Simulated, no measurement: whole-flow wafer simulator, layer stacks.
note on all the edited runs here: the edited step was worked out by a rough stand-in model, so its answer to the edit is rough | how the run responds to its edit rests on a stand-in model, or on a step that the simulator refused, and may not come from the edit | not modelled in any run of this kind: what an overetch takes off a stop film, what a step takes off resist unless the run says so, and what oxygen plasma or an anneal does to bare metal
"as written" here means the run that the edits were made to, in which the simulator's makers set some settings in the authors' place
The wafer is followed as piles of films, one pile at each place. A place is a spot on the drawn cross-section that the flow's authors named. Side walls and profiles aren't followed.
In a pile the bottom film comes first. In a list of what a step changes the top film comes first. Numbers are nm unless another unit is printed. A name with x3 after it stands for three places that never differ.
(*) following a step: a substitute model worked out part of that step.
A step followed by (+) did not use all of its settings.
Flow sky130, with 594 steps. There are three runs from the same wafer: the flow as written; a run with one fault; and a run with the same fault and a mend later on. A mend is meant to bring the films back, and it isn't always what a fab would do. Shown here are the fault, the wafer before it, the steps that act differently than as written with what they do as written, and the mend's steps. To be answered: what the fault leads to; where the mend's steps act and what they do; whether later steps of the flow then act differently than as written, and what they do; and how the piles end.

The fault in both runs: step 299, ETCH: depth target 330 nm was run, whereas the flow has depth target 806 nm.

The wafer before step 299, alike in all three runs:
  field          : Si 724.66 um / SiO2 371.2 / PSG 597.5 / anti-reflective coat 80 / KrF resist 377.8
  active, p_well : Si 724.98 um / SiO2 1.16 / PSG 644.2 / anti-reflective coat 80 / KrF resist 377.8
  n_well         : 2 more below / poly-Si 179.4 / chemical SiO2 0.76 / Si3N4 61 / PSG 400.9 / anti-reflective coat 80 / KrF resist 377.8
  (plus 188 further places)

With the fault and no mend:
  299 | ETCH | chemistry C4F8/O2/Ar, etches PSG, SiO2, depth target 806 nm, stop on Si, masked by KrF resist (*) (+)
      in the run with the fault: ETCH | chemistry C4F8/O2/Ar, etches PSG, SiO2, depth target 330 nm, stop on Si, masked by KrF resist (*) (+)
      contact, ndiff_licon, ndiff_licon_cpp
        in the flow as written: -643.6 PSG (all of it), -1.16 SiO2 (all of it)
        in the run with the fault: -330 PSG
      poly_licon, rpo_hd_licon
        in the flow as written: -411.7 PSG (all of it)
        in the run with the fault: -330 PSG
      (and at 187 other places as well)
  Steps later in the flow that act otherwise than as written (2 other steps are not shown; they differ only slightly, by no more than 2% or 0.5 nm, whichever is larger):
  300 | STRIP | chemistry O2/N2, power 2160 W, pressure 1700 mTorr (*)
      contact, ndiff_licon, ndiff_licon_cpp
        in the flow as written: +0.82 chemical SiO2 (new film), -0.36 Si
        in the run with the fault: nothing
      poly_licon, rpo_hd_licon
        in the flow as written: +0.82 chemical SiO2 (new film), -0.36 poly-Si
        in the run with the fault: nothing
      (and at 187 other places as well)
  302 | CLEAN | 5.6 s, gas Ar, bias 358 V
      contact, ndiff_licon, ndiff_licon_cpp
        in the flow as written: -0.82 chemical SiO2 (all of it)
        in the run with the fault: -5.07 PSG
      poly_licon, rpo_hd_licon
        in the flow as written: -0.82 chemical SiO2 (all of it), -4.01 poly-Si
        in the run with the fault: -5.07 PSG
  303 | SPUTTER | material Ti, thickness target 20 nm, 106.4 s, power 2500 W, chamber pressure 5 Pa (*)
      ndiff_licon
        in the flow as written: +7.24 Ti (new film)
        in the run with the fault: +11.5 Ti (new film)
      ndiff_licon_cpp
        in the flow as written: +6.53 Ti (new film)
        in the run with the fault: +11.5 Ti (new film)
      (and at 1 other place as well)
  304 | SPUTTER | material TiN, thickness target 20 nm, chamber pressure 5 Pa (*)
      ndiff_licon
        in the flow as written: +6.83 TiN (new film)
        in the run with the fault: +11.1 TiN (new film)
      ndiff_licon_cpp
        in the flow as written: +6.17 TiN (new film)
        in the run with the fault: +11.1 TiN (new film)
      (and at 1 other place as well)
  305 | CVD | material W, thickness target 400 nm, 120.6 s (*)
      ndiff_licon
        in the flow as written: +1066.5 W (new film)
        in the run with the fault: +748 W (new film)
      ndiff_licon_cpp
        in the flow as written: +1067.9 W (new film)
        in the run with the fault: +747.9 W (new film)
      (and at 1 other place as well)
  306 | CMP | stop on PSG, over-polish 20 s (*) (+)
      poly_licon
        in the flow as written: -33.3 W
        in the run with the fault: -114.3 W
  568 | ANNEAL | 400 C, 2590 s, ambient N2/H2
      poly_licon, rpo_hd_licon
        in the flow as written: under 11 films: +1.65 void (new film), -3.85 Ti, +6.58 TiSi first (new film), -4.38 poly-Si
        in the run with the fault: nothing
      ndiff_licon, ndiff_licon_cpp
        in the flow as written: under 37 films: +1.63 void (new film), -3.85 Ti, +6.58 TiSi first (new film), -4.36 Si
        in the run with the fault: nothing
  The piles end different from the flow's at poly_licon, ndiff_licon, ndiff_licon_cpp, rpo_hd_licon by more than 2% or 0.5 nm, whichever is larger.
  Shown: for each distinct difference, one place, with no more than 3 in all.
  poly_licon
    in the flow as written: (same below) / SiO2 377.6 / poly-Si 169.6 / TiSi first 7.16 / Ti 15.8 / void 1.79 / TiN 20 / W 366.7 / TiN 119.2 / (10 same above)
    in the run with the fault: (same below) / SiO2 377.6 / poly-Si 178.7 / PSG 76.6 / Ti 20 / TiN 20 / W 285.7 / TiN 119.2 / (10 same above)
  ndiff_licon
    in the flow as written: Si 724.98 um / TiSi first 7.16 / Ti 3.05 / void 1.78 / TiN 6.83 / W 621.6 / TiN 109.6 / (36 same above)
    in the run with the fault: Si 724.98 um / SiO2 1.16 / PSG 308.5 / Ti 11.5 / TiN 11.1 / W 303 / TiN 109.6 / (36 same above)
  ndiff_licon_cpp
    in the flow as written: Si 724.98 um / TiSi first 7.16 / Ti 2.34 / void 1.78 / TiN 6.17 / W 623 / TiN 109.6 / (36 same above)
    in the run with the fault: Si 724.98 um / SiO2 1.16 / PSG 308.5 / Ti 11.5 / TiN 11.1 / W 303 / TiN 109.6 / (36 same above)

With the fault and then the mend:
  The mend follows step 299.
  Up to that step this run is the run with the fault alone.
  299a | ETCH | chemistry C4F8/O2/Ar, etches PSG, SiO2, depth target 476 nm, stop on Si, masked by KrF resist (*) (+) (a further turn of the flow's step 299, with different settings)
      field, active, n_well and 184 more
        -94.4 KrF resist
      contact, ndiff_licon, ndiff_licon_cpp
        -313.6 PSG (all of it), -1.16 SiO2 (all of it)
      poly_licon, rpo_hd_licon
        -81.7 PSG (all of it)
  Later steps of the flow that are run all act as written at every place that is followed, up to a difference of at most 2% or 0.5 nm, whichever is larger.
  At the end the piles are close to the flow's at the places that both follow, differing by at most 2% or 0.5 nm, whichever is larger.
